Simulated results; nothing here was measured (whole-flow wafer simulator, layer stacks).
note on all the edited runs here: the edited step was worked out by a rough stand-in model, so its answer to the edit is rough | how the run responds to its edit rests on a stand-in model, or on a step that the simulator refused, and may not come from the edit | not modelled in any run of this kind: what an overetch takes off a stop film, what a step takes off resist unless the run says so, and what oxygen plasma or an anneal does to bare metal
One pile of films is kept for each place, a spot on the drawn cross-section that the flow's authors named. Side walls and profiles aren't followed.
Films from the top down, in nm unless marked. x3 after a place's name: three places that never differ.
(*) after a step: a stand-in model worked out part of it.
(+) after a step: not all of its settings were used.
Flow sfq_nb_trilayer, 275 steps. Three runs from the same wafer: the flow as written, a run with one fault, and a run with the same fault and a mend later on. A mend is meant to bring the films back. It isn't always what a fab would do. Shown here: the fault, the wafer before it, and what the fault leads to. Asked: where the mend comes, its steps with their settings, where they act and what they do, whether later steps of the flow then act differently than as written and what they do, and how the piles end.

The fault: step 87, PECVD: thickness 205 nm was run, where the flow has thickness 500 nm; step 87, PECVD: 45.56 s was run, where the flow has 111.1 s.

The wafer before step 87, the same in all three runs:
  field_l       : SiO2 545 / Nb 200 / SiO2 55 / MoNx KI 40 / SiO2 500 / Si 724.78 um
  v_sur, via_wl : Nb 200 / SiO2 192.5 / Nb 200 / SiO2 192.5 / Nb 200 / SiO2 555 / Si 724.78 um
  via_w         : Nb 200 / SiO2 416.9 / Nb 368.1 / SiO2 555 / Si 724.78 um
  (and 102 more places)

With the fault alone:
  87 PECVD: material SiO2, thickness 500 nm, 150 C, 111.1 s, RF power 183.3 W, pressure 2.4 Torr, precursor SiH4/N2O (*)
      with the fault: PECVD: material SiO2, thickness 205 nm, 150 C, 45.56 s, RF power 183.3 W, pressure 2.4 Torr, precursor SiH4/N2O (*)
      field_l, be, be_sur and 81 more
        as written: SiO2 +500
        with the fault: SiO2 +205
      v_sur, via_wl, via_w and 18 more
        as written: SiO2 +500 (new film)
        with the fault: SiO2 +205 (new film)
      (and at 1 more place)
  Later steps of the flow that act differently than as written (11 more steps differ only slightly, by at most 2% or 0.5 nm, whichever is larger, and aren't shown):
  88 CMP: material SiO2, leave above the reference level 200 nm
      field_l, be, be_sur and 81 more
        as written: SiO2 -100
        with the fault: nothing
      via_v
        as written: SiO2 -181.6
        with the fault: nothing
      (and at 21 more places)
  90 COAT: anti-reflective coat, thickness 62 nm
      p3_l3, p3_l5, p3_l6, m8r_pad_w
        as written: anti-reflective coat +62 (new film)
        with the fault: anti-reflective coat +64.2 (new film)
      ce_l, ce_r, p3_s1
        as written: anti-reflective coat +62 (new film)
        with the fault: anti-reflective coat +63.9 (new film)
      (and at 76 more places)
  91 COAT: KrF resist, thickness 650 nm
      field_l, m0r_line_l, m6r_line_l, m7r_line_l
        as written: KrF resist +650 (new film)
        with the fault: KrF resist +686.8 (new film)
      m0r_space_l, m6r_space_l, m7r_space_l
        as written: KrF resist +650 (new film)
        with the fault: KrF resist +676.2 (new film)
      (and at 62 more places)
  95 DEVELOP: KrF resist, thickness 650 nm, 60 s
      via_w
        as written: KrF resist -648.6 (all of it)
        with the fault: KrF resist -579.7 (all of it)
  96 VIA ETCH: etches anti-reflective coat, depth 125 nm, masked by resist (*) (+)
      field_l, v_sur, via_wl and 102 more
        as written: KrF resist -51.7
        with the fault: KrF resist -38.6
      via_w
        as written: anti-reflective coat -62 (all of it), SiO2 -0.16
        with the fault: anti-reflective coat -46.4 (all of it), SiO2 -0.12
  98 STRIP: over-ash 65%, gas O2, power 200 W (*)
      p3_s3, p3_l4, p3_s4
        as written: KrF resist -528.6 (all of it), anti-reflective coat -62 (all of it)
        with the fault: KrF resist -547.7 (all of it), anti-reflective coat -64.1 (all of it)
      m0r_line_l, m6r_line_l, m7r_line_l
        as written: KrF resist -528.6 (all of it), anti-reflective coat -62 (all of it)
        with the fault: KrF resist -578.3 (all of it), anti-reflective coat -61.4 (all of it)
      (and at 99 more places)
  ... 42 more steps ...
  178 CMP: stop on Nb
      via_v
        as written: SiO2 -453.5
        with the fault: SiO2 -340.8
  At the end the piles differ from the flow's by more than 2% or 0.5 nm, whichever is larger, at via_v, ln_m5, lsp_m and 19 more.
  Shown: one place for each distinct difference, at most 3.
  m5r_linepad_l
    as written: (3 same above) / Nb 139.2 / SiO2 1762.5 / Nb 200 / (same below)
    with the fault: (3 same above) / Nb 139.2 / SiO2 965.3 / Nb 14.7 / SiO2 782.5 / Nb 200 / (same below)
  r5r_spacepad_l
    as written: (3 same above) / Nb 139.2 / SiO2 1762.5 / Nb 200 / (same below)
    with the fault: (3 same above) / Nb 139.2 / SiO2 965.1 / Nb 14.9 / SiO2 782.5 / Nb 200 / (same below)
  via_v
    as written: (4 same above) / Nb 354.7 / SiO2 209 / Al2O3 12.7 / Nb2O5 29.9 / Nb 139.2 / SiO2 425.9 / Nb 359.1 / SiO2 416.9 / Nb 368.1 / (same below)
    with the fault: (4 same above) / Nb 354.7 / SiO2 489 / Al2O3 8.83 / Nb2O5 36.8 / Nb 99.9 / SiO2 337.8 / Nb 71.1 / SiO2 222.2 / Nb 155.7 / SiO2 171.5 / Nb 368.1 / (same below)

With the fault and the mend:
  The mend comes after step 87.
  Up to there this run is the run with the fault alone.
  87a PECVD: material SiO2, thickness 295 nm, 150 C, 65.56 s, RF power 183.3 W, pressure 2.4 Torr, precursor SiH4/N2O (*) (the flow's step 87 once more, with other settings)
      field_l, v_sur, via_wl and 102 more
        SiO2 +295
      via_v
        SiO2 +402.5
  Later steps of the flow that act differently than as written:
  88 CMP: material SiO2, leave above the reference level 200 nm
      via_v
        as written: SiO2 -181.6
        with the mend: SiO2 -157.1
  At the end the piles are the same as the flow's at every place that both follow.
